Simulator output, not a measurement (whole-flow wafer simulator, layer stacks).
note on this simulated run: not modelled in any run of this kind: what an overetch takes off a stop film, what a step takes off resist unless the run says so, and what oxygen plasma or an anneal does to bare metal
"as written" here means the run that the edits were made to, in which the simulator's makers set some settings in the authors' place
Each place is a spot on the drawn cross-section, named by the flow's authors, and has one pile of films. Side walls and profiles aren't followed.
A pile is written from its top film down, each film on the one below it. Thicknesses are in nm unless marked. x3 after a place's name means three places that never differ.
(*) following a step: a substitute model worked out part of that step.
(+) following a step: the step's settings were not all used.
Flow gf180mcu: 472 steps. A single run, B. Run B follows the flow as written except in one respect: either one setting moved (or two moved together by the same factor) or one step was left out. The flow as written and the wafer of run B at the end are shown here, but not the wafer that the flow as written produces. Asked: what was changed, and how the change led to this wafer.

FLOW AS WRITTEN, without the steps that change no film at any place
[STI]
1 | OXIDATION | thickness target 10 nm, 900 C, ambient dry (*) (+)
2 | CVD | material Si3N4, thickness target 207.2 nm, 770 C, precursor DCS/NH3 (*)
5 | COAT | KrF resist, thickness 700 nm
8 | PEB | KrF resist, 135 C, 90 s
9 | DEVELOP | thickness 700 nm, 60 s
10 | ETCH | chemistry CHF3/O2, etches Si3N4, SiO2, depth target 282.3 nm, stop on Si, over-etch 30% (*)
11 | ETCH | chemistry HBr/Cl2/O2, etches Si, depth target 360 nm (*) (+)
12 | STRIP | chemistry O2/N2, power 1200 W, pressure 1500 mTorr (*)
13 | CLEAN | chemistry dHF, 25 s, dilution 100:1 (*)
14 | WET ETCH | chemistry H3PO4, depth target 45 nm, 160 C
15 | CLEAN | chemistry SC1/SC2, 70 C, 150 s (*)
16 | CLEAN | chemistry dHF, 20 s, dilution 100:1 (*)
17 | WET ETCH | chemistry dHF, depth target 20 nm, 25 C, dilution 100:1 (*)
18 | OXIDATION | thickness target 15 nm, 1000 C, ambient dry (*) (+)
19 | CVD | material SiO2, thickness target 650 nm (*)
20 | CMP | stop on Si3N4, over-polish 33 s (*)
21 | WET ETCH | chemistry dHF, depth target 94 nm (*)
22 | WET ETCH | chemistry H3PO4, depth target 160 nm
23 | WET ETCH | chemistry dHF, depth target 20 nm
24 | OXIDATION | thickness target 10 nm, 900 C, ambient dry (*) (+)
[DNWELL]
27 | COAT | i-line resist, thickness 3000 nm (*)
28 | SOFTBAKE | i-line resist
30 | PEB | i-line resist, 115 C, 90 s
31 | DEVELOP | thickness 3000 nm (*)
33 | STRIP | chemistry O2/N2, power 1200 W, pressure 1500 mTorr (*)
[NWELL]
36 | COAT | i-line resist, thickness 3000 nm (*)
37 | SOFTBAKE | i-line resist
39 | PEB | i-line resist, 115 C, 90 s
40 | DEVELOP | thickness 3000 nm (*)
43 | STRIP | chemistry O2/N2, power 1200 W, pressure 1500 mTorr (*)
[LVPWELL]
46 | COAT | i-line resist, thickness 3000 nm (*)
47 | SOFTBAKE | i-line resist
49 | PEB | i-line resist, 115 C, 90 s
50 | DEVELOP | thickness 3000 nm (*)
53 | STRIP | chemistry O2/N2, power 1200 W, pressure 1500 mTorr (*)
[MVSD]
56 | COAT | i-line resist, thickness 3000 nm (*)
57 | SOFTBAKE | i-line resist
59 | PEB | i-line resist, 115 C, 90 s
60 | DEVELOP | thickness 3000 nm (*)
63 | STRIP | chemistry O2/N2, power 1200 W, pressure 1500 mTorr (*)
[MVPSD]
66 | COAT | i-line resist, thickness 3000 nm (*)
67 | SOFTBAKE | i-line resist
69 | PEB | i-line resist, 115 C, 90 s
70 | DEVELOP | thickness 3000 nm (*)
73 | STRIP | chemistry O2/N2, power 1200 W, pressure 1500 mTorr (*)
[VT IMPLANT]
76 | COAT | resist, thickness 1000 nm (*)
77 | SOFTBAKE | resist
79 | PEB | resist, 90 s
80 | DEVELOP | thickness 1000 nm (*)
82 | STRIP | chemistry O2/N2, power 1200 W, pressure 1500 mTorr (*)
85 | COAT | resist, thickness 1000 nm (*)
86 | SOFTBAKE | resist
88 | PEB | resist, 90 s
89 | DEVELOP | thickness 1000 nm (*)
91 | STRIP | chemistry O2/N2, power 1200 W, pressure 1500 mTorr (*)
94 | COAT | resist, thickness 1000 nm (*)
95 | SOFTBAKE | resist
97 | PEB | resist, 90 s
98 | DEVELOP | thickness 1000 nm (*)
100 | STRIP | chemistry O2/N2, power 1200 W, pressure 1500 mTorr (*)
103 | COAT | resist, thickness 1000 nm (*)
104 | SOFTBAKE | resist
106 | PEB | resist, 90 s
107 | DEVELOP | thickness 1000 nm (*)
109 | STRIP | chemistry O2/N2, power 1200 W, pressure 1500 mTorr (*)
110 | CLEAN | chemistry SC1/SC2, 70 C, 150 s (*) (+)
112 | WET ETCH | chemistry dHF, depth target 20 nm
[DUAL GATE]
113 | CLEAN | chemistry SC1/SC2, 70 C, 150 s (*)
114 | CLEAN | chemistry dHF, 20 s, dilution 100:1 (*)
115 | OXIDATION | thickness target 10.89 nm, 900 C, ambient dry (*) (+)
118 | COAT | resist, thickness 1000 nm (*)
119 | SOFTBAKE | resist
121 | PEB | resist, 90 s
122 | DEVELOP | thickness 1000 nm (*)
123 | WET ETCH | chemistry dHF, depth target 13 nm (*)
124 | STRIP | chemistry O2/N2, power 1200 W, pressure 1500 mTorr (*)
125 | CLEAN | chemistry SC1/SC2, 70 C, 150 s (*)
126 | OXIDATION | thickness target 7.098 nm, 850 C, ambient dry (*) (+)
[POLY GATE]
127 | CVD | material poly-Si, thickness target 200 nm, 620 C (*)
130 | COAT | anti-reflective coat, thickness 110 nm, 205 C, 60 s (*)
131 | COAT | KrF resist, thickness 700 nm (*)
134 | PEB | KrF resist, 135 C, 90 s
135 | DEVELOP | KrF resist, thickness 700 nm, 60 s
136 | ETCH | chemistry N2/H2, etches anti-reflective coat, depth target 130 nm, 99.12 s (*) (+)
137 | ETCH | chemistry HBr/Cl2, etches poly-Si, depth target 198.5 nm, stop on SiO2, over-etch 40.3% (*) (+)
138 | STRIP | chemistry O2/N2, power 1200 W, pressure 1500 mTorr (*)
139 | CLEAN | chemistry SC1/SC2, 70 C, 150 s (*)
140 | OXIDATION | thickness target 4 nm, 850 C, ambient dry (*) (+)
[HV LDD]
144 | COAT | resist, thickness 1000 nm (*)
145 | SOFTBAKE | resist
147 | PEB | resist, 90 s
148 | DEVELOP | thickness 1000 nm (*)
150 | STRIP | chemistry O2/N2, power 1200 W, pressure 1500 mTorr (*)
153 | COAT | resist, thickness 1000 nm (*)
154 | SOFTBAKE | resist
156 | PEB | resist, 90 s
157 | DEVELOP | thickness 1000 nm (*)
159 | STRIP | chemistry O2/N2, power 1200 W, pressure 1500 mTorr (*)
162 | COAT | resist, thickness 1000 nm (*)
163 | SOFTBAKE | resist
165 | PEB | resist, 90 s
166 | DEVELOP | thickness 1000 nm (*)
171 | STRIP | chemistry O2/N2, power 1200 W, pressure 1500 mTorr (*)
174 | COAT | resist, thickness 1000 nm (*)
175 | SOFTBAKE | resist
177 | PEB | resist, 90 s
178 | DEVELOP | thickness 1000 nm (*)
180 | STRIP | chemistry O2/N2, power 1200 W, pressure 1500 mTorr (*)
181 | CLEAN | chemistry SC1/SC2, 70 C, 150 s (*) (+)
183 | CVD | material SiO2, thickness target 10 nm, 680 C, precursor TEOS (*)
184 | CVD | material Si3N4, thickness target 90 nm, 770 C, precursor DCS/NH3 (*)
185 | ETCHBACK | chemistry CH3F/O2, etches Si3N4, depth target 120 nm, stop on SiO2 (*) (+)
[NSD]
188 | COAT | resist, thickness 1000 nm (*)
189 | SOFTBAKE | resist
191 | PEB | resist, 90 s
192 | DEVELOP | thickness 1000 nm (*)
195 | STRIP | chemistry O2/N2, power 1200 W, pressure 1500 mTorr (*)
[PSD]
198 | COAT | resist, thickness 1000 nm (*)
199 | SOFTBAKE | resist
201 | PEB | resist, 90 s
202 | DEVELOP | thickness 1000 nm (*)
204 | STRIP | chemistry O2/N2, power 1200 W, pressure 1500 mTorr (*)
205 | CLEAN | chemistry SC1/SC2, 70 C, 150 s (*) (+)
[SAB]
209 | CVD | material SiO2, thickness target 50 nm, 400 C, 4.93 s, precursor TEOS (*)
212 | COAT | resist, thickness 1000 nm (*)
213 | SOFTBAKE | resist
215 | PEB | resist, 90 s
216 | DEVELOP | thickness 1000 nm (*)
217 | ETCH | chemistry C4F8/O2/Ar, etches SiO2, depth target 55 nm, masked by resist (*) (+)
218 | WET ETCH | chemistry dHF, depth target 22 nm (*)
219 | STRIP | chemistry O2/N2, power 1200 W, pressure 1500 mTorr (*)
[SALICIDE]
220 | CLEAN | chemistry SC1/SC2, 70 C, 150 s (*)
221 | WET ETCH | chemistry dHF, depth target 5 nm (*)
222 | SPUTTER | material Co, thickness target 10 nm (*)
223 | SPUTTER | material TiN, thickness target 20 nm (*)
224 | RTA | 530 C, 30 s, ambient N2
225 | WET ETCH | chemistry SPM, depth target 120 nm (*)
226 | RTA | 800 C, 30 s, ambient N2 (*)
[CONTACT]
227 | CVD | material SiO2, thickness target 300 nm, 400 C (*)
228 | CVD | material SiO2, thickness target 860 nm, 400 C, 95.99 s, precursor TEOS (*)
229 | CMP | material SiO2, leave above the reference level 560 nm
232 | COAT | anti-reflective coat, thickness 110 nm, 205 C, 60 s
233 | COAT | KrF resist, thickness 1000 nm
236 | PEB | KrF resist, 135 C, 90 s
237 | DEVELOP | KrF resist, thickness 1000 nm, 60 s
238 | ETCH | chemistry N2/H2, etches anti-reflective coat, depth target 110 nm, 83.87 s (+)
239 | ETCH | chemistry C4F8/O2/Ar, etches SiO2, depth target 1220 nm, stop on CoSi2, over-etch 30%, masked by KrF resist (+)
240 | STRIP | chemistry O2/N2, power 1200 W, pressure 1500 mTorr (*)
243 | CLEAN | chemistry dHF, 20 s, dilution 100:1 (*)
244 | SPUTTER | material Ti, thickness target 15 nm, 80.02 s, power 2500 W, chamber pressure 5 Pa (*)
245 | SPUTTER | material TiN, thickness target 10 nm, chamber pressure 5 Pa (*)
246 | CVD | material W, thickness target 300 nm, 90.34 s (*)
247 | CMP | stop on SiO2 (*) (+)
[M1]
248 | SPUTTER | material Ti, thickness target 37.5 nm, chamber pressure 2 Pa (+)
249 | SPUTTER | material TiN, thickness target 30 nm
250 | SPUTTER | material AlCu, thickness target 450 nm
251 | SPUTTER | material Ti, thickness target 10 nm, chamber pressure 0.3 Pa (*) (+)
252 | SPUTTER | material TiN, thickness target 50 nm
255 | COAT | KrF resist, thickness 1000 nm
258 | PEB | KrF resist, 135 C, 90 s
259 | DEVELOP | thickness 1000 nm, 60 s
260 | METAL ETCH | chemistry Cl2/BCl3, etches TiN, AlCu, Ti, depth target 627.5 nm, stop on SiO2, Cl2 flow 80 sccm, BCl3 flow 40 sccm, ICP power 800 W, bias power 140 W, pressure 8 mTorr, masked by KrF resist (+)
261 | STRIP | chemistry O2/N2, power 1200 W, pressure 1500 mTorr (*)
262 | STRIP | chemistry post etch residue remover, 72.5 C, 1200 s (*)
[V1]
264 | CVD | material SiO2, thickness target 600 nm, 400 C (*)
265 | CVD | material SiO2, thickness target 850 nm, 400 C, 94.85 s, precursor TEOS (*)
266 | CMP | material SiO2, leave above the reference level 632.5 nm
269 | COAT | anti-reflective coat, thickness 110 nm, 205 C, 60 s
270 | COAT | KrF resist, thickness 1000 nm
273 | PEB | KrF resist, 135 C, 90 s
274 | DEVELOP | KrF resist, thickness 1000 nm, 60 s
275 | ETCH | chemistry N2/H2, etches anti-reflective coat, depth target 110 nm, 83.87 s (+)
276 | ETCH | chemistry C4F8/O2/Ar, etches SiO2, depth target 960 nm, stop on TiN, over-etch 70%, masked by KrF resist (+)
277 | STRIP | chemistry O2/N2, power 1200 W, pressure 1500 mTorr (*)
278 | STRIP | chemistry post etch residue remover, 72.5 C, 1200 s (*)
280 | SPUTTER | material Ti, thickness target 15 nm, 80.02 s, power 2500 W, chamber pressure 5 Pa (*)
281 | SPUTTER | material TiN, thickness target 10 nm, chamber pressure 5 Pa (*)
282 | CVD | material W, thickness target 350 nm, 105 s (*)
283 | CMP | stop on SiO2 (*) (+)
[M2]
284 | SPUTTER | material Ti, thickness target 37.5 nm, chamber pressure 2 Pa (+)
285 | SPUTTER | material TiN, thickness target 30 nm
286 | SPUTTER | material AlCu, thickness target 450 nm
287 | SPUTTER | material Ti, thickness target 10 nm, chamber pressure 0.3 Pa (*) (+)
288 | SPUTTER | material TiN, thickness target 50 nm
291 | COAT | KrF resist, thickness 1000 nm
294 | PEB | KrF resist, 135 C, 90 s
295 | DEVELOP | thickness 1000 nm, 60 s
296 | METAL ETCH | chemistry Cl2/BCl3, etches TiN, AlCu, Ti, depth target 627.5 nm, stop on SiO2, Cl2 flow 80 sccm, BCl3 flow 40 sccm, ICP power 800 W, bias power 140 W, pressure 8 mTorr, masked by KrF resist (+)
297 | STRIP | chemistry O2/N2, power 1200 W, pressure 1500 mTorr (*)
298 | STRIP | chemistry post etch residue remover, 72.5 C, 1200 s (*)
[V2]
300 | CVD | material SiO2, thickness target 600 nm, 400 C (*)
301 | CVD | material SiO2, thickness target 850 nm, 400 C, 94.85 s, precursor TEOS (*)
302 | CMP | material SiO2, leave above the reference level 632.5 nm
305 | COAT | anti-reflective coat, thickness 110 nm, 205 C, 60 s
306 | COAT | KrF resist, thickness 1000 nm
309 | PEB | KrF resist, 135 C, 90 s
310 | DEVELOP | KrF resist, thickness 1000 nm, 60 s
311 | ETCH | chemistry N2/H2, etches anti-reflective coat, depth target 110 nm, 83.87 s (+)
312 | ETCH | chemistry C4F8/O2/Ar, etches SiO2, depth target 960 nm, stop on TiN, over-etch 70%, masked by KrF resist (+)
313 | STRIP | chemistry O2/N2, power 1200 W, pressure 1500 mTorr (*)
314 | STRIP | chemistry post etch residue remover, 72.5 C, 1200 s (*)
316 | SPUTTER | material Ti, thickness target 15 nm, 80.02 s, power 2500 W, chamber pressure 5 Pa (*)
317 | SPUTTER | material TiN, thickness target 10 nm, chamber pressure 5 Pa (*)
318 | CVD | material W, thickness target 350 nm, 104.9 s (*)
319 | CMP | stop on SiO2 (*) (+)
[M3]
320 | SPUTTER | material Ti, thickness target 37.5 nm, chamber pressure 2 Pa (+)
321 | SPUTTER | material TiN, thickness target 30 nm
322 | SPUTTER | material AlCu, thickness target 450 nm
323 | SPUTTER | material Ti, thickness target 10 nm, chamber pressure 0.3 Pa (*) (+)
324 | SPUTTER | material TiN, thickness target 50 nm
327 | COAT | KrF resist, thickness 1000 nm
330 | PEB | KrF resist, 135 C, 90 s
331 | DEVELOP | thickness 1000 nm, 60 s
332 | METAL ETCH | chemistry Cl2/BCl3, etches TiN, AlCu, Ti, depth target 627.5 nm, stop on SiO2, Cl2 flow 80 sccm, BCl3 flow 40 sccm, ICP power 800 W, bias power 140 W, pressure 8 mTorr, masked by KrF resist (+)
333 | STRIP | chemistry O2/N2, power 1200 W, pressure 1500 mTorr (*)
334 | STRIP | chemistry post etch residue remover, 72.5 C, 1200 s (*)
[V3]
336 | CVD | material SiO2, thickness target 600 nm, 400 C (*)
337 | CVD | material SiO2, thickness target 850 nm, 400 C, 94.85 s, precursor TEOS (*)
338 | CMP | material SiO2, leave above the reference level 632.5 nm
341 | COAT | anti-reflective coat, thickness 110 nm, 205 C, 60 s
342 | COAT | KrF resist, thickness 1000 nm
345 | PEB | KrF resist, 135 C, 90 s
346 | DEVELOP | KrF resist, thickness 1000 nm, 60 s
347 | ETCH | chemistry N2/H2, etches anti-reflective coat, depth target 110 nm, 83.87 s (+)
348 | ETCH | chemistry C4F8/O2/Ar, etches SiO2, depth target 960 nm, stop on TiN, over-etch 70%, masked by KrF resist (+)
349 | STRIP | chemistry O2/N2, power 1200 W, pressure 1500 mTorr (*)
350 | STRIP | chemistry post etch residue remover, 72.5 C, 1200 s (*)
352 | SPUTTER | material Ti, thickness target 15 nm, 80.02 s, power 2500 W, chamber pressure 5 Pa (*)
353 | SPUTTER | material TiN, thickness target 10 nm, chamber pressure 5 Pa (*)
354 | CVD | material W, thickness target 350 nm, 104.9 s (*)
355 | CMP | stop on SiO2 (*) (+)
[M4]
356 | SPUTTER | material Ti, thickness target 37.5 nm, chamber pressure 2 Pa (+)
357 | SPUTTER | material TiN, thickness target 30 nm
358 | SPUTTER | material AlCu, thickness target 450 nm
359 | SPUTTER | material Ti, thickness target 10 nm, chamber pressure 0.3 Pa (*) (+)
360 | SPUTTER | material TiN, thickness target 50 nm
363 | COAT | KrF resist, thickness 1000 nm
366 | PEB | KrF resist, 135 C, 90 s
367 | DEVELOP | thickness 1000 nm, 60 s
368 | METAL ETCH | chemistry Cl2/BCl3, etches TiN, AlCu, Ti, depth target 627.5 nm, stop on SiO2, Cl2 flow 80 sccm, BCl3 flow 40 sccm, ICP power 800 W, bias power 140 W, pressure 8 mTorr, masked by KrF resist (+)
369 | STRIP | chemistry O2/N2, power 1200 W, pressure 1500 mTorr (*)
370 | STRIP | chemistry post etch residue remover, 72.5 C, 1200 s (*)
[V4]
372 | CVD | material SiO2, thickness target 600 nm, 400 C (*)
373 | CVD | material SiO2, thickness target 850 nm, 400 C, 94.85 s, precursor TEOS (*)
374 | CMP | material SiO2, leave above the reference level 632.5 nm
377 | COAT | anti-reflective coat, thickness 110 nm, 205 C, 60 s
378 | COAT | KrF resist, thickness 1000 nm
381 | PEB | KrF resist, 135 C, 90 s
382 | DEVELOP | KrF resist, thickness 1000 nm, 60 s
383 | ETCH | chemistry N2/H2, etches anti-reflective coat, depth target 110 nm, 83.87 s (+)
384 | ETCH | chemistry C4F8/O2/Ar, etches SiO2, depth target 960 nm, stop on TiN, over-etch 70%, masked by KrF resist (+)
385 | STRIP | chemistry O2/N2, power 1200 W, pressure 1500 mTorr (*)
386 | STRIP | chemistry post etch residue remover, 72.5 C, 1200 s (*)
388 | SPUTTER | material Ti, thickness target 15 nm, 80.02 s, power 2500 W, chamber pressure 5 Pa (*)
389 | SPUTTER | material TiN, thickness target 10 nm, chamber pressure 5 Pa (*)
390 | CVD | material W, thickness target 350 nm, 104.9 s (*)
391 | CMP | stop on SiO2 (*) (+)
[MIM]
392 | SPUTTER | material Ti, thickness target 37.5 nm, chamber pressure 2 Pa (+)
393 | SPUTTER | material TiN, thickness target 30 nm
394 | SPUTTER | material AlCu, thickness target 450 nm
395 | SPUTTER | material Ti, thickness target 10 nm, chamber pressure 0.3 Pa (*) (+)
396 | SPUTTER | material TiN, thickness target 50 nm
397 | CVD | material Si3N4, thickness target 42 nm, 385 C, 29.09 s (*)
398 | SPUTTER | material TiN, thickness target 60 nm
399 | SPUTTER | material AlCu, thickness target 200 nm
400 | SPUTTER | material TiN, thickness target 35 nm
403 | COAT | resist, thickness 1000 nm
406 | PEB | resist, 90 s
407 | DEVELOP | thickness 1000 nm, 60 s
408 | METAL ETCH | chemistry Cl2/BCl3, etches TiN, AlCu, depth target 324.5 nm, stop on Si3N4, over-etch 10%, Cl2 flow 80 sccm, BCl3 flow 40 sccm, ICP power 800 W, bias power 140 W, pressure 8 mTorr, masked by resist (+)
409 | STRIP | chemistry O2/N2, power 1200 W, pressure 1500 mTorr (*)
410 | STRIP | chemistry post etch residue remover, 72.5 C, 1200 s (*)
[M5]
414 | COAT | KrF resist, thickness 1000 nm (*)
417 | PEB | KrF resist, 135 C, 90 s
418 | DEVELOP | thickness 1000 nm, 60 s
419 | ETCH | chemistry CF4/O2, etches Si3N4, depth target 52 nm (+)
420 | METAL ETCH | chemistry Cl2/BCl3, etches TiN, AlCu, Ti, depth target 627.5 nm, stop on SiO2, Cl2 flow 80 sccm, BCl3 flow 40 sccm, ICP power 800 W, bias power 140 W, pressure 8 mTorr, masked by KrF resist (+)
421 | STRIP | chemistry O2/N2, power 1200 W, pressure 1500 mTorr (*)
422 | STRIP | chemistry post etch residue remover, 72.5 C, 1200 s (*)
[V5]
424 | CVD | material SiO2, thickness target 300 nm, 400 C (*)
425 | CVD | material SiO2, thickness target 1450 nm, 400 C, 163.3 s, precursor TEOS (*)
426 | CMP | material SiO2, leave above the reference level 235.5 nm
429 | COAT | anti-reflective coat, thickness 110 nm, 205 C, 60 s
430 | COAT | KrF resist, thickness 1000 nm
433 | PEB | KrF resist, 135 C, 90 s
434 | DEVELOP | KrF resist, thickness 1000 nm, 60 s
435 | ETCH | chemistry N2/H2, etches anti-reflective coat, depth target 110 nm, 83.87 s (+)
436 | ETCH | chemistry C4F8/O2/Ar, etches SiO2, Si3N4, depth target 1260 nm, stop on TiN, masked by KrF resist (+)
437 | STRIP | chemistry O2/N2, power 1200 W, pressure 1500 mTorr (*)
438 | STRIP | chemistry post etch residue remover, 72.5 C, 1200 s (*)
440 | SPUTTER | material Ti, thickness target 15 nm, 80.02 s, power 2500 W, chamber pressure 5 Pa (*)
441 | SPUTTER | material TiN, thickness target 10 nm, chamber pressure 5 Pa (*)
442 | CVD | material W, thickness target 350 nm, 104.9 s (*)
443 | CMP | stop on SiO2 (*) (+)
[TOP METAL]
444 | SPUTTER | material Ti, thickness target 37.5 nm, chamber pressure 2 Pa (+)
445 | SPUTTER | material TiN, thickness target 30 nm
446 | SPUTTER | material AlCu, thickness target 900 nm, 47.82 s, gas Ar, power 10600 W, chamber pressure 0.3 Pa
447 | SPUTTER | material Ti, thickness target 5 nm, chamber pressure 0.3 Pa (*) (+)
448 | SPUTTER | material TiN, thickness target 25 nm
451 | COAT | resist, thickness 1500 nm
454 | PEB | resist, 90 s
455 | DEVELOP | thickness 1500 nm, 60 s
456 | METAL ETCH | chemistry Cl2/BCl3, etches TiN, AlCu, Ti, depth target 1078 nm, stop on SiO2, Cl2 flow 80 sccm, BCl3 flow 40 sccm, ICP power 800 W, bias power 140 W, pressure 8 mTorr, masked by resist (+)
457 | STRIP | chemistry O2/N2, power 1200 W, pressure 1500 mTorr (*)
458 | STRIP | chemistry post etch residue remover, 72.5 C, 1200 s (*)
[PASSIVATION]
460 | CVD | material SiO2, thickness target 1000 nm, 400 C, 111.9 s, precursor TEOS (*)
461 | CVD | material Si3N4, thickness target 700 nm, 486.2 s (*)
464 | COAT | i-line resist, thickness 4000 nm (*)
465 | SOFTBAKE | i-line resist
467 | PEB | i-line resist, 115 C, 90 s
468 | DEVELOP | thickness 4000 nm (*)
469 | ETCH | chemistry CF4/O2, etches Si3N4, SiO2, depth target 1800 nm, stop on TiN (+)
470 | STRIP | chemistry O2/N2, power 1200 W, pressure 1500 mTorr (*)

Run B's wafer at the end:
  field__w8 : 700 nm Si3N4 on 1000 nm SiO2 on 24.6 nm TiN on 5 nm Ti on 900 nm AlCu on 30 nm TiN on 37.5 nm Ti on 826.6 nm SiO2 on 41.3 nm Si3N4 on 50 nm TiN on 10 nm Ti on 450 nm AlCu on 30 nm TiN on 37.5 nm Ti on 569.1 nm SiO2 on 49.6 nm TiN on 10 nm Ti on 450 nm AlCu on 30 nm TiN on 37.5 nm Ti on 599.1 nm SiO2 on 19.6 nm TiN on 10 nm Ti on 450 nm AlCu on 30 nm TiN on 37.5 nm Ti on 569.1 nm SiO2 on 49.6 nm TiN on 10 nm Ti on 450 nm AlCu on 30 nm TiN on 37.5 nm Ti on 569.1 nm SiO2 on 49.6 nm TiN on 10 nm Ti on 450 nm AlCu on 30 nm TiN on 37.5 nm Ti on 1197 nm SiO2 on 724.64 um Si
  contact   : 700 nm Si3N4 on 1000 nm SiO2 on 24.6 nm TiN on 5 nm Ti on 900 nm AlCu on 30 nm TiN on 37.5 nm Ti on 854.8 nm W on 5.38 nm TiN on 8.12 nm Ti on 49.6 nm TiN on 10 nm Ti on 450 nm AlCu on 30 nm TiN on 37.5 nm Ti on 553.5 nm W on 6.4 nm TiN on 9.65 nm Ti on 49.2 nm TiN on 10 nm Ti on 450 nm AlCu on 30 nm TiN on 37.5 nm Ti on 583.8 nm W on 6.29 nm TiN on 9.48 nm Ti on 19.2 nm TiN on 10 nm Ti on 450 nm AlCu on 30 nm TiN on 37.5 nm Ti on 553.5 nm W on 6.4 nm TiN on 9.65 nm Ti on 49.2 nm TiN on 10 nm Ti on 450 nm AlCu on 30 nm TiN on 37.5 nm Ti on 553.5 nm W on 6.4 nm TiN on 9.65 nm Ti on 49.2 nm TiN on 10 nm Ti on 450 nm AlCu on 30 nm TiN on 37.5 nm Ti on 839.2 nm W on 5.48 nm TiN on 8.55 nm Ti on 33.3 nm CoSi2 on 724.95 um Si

The reason: step 324, SPUTTER: thickness target 20 nm was run, while the flow as written has thickness target 50 nm.

How this came from the change, step by step:
  324 | SPUTTER | material TiN, thickness target 50 nm
      field, field__w1, field__w2 and 108 more: TiN gains 20 (new film) (it would be, as written: TiN gains 50 (new film))
  332 | METAL ETCH | chemistry Cl2/BCl3, etches TiN, AlCu, Ti, depth target 627.5 nm, stop on SiO2, Cl2 flow 80 sccm, BCl3 flow 40 sccm, ICP power 800 W, bias power 140 W, pressure 8 mTorr, masked by KrF resist (+)
      field, field__w1, field__w2 and 103 more: TiN loses 20 (all of it), Ti loses 10 (all of it), AlCu loses 450 (all of it), TiN loses 30 (all of it), Ti loses 37.5 (all of it) (it would be, as written: TiN loses 50 (all of it), Ti loses 10 (all of it), AlCu loses 450 (all of it), TiN loses 30 (all of it), Ti loses 37.5 (all of it))
  338 | CMP | material SiO2, leave above the reference level 632.5 nm
      field__w8, contact, m1, m1__w1, m1_nw: SiO2 loses 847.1 (it would be, as written: SiO2 loses 877.1)
  348 | ETCH | chemistry C4F8/O2/Ar, etches SiO2, depth target 960 nm, stop on TiN, over-etch 70%, masked by KrF resist (+)
      contact: SiO2 loses 602.1 (all of it) (it would be, as written: SiO2 loses 572.1 (all of it))
  354 | CVD | material W, thickness target 350 nm, 104.9 s (*)
      contact: W gains 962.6 (new film) (it would be, as written: W gains 932.3 (new film))
